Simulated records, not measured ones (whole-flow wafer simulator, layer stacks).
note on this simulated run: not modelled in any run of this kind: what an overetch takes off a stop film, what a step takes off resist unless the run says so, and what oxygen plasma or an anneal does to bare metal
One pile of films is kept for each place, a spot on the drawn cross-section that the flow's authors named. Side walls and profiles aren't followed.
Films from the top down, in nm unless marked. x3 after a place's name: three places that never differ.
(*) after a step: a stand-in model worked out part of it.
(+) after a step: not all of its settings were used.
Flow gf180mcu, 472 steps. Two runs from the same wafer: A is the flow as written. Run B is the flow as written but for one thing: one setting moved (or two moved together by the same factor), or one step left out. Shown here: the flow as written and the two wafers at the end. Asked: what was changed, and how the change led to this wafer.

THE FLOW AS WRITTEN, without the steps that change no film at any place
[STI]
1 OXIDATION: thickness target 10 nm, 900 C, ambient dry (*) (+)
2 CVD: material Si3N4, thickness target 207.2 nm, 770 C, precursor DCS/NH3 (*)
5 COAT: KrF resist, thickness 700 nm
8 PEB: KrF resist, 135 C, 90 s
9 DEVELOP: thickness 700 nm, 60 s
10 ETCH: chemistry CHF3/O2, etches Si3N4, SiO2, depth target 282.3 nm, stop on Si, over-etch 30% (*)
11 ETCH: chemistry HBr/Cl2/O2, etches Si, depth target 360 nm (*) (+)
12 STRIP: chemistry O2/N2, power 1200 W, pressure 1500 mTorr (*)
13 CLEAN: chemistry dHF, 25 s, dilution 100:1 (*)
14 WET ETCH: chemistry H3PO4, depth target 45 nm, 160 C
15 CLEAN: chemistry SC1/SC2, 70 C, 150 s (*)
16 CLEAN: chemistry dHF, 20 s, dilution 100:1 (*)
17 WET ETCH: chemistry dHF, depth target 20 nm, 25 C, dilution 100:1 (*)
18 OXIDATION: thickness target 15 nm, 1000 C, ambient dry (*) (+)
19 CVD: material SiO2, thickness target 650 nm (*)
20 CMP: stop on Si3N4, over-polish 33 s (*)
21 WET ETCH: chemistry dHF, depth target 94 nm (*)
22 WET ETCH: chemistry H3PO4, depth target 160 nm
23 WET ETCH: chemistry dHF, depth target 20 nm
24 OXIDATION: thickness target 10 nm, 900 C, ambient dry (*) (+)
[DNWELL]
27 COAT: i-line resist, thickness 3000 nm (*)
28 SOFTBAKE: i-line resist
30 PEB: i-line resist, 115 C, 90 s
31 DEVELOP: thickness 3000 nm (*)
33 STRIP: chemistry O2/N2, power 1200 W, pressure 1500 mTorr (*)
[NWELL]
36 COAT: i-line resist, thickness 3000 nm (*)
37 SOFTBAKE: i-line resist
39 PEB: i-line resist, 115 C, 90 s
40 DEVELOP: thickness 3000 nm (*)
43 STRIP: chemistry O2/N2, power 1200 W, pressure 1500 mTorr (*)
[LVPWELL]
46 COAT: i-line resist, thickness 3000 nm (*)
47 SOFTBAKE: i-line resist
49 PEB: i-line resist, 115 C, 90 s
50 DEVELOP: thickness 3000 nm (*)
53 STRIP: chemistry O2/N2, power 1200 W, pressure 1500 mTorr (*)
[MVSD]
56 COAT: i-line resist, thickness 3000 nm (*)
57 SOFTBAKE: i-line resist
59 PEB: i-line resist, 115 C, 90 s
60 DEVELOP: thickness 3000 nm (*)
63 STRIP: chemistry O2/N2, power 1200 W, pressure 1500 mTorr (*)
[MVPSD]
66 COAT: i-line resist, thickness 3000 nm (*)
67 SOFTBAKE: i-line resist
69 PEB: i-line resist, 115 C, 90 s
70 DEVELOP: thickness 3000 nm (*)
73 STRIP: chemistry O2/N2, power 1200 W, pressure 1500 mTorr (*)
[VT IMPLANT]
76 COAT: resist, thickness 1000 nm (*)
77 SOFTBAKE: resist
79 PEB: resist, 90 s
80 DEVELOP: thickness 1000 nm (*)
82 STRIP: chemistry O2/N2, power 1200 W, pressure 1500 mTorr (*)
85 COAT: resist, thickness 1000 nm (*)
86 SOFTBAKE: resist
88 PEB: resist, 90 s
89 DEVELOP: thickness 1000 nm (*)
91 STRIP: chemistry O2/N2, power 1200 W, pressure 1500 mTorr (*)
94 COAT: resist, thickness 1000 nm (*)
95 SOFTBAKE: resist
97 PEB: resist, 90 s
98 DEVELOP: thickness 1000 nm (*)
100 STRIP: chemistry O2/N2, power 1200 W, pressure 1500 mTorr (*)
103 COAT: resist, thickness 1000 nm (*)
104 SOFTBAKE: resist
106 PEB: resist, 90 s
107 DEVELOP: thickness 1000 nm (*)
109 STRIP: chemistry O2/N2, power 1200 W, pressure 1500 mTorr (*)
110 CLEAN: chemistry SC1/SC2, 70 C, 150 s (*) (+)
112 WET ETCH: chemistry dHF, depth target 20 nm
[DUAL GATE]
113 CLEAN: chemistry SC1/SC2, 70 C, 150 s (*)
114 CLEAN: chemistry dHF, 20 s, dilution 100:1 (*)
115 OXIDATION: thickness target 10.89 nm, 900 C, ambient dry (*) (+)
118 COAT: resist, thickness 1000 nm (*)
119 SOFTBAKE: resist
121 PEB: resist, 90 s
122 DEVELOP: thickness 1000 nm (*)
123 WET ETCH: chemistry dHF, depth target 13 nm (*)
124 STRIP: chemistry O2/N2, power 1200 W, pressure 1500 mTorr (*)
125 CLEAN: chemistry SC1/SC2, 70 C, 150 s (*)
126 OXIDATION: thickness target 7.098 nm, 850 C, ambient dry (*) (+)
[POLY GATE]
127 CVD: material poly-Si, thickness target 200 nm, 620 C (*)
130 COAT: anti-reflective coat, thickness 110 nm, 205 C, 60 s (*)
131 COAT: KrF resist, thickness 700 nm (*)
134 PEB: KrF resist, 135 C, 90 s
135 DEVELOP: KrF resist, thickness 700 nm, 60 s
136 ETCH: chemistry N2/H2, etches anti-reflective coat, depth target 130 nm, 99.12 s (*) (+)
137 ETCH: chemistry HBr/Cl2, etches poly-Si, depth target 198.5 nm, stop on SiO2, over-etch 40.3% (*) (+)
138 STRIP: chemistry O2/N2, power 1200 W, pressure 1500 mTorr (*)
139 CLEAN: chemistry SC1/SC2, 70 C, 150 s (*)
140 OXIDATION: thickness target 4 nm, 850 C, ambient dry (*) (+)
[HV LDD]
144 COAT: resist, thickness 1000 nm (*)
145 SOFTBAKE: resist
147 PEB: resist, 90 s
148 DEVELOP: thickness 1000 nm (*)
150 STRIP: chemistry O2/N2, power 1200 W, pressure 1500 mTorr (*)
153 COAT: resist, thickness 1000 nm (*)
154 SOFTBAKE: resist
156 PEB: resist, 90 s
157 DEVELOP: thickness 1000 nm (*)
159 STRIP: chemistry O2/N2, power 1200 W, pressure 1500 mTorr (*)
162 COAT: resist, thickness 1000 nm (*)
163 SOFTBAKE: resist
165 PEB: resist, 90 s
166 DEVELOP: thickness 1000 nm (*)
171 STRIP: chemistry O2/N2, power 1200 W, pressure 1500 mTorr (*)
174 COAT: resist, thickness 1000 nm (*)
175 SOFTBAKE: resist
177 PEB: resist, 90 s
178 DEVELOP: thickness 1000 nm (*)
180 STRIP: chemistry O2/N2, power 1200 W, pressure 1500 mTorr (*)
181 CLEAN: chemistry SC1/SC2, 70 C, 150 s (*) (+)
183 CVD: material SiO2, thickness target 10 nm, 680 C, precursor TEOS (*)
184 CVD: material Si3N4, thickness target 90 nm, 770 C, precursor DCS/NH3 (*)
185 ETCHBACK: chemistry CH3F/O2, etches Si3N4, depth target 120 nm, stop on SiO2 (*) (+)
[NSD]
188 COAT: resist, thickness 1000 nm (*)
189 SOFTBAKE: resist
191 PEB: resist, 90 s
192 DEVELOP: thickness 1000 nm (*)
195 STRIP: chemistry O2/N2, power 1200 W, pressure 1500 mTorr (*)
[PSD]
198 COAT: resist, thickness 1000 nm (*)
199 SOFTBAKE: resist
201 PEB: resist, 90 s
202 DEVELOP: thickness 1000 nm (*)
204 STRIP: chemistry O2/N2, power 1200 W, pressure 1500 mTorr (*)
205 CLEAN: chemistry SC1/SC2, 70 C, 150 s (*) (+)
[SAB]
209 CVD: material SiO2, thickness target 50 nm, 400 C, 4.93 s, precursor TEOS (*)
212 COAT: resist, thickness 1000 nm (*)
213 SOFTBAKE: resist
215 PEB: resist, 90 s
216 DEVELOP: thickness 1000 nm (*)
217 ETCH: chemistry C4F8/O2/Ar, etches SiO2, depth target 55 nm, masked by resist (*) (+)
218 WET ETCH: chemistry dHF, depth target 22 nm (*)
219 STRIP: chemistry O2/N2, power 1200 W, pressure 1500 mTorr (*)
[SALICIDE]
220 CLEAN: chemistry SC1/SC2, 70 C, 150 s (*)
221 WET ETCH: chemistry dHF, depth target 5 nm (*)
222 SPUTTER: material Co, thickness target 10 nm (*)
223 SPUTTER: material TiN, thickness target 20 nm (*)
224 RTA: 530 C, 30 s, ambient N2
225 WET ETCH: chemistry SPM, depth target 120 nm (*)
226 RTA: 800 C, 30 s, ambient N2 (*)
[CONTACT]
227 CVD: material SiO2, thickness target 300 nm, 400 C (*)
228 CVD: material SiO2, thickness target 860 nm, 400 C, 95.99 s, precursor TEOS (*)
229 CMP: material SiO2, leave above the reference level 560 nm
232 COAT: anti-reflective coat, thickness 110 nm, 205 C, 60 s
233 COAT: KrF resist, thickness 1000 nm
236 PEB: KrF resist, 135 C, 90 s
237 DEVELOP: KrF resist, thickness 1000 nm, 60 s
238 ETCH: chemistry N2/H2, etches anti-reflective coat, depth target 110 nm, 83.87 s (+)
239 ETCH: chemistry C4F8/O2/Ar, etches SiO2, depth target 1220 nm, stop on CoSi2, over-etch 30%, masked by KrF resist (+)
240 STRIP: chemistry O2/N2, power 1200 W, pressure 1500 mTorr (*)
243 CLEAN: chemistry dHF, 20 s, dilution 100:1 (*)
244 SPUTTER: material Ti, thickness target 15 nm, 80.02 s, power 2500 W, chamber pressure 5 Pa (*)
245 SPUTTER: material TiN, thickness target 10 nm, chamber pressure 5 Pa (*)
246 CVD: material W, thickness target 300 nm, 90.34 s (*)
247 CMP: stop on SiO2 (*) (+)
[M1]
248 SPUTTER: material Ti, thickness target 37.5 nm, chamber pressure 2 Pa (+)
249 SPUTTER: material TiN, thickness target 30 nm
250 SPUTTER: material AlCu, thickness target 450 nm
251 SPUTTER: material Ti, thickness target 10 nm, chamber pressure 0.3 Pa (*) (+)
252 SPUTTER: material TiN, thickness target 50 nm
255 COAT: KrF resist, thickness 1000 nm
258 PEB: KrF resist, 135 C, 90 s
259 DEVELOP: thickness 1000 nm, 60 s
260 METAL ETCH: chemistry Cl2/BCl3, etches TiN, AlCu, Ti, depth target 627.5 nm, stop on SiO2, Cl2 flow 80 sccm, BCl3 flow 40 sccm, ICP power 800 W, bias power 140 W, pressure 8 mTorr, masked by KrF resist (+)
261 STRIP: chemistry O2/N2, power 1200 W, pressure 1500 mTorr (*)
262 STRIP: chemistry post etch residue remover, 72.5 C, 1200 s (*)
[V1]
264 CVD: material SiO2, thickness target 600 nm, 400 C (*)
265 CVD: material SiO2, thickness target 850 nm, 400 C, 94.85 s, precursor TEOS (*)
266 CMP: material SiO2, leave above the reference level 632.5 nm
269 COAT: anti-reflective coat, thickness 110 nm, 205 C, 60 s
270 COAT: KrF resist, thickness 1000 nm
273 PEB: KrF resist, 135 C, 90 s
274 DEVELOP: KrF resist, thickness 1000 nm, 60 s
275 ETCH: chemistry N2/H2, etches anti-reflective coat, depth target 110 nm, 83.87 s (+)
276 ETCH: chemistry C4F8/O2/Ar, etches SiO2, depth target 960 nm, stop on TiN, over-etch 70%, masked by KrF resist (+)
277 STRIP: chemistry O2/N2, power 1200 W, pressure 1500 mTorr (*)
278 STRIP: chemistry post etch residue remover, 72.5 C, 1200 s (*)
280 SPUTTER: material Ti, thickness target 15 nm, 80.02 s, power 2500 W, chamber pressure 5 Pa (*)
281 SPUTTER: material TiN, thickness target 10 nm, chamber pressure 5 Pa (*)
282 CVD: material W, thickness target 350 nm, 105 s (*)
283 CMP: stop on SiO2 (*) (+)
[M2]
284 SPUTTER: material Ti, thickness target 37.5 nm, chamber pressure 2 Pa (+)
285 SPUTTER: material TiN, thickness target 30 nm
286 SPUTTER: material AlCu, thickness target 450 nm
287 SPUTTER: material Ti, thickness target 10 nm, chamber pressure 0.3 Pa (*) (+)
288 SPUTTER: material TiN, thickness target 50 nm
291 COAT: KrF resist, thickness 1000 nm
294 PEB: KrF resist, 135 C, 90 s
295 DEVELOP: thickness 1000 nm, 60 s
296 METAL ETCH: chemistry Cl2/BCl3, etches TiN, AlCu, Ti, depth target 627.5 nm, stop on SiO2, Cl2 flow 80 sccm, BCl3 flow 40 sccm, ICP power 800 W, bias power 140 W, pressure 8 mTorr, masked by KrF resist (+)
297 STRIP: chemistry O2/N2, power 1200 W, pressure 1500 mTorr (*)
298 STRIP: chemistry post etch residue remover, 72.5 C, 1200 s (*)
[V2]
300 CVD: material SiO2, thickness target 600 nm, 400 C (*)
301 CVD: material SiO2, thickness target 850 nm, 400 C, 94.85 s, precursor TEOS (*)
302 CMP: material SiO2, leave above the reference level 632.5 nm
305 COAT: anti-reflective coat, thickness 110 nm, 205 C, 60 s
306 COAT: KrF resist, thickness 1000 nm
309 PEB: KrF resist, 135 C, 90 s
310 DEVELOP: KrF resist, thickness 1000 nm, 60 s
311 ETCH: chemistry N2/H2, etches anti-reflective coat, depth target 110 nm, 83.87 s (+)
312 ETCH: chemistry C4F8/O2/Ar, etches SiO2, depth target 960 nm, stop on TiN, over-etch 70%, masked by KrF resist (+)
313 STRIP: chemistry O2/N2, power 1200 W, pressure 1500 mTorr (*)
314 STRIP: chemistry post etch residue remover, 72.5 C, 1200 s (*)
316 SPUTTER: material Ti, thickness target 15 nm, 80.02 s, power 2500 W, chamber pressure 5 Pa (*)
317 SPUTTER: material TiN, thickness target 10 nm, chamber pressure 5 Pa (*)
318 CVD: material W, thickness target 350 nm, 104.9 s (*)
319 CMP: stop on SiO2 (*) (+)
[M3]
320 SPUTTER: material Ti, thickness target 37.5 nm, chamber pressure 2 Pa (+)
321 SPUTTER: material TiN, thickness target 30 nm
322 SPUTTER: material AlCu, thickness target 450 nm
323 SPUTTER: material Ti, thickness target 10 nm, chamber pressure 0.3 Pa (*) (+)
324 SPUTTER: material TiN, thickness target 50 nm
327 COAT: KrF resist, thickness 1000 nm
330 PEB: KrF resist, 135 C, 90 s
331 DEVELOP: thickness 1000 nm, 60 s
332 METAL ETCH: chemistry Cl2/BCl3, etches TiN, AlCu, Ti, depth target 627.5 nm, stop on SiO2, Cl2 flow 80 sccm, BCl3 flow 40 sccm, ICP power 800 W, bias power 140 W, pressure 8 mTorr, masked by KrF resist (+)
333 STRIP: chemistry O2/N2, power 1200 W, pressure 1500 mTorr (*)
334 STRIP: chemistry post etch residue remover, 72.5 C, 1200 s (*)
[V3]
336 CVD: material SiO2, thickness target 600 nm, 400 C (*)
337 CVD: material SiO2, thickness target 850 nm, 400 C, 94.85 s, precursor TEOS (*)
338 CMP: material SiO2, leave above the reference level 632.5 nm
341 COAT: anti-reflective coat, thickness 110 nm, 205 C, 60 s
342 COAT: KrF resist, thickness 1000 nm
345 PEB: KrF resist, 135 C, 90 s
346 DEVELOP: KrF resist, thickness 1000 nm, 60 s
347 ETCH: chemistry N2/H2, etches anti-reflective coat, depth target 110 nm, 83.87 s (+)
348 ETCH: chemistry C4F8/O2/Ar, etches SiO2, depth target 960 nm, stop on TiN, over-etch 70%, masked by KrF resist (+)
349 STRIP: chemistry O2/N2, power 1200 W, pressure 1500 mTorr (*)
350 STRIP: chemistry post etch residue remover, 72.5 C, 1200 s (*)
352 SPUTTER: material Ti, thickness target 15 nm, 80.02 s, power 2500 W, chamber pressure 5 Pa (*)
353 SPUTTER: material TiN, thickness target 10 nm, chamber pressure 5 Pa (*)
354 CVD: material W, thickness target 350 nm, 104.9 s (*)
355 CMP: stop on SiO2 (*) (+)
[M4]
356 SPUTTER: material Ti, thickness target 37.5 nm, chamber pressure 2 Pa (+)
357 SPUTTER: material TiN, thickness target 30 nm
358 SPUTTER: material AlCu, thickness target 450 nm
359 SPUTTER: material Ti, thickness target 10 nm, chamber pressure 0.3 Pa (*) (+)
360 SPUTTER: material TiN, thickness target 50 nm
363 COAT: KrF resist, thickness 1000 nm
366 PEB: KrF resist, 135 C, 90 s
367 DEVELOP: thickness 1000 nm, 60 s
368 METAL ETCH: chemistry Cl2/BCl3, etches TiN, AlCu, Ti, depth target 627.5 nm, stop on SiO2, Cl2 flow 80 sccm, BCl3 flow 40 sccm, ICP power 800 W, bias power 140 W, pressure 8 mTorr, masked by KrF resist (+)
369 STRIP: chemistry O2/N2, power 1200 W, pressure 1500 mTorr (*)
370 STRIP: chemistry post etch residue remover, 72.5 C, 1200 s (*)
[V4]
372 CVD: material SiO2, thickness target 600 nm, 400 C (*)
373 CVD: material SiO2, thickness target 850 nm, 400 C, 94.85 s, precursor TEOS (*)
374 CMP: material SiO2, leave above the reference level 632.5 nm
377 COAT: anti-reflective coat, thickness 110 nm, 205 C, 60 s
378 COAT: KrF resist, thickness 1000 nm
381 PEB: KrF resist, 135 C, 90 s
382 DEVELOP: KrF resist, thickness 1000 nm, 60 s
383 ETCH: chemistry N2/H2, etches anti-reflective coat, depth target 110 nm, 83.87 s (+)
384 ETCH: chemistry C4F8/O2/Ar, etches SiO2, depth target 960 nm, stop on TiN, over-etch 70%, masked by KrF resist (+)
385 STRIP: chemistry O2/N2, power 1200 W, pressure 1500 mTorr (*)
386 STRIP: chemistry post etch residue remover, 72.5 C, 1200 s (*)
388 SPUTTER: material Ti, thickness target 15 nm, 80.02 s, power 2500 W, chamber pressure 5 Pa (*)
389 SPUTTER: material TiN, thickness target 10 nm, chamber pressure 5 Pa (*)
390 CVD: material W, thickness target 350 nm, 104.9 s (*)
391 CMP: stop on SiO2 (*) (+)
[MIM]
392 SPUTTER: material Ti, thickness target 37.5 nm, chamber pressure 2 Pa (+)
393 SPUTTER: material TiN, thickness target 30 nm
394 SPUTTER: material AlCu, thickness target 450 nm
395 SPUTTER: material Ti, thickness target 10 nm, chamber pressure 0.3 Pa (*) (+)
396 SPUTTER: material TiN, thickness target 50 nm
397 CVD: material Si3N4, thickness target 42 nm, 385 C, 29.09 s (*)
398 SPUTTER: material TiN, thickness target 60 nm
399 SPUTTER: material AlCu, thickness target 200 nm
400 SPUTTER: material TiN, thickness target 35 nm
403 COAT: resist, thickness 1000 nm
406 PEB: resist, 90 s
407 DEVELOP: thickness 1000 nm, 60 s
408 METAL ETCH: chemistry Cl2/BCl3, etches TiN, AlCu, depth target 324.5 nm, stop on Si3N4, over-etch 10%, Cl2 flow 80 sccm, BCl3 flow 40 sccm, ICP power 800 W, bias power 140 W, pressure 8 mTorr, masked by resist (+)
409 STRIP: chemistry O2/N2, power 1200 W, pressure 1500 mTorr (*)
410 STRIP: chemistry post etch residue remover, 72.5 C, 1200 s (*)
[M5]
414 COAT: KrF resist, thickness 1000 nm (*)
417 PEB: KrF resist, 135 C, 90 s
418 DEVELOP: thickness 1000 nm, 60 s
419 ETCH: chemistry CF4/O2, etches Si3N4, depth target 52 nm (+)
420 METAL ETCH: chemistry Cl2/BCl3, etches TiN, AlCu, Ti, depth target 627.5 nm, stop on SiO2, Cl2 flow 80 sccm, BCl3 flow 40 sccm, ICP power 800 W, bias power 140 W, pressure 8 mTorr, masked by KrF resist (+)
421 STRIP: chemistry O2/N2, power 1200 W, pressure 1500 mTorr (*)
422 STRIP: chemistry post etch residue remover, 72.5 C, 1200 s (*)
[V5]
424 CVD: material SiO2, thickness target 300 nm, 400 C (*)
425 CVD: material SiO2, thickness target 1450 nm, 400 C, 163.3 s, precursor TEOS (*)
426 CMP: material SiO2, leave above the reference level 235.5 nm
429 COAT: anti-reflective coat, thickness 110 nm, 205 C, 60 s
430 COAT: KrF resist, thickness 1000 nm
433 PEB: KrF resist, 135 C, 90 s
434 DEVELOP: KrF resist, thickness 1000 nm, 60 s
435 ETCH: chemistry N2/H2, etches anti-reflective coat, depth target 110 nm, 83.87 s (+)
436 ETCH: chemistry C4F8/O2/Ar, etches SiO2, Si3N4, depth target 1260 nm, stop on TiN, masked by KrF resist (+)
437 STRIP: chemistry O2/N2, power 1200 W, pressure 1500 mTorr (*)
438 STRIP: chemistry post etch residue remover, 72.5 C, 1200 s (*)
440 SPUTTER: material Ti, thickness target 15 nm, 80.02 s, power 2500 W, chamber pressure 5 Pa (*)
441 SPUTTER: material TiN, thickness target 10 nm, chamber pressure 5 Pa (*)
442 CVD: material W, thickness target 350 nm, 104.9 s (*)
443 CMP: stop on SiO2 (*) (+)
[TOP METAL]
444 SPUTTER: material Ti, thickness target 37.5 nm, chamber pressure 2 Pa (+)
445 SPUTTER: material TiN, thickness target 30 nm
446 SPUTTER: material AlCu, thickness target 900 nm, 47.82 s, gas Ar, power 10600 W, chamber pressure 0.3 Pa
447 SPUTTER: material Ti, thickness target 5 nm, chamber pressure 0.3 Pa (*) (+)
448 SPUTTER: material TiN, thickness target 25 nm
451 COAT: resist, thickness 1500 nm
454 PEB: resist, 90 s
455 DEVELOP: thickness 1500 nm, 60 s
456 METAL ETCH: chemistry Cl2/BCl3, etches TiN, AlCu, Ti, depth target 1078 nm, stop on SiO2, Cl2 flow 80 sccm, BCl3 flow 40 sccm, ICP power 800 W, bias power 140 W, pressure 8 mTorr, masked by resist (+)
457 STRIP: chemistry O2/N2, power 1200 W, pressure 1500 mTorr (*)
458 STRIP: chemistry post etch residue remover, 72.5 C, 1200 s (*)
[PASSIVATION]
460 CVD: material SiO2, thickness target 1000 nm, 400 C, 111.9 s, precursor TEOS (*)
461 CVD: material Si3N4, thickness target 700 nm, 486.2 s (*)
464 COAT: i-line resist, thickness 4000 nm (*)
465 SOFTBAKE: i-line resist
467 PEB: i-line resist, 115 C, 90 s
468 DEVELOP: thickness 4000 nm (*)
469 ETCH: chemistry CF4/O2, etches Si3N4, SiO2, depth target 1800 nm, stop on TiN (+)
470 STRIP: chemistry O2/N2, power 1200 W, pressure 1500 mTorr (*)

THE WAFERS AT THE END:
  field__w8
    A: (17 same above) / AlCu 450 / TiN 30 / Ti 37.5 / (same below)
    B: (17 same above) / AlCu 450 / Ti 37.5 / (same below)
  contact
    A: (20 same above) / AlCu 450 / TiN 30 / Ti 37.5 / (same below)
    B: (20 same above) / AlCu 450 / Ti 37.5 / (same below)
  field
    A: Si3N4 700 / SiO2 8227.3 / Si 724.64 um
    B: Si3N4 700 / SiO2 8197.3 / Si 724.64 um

The cause: step 357, SPUTTER: material TiN, thickness target 30 nm, was left out.

How the change led to this, step by step:
  368 METAL ETCH: chemistry Cl2/BCl3, etches TiN, AlCu, Ti, depth target 627.5 nm, stop on SiO2, Cl2 flow 80 sccm, BCl3 flow 40 sccm, ICP power 800 W, bias power 140 W, pressure 8 mTorr, masked by KrF resist (+)
      field, field__w1, field__w2 and 103 more: A TiN -50 (all of it), Ti -10 (all of it), AlCu -450 (all of it), TiN -30 (all of it), Ti -37.5 (all of it) | B TiN -50 (all of it), Ti -10 (all of it), AlCu -450 (all of it), Ti -37.5 (all of it)
  374 CMP: material SiO2, leave above the reference level 632.5 nm
      field, field__w1, field__w2 and 103 more: A SiO2 -300 | B SiO2 -330
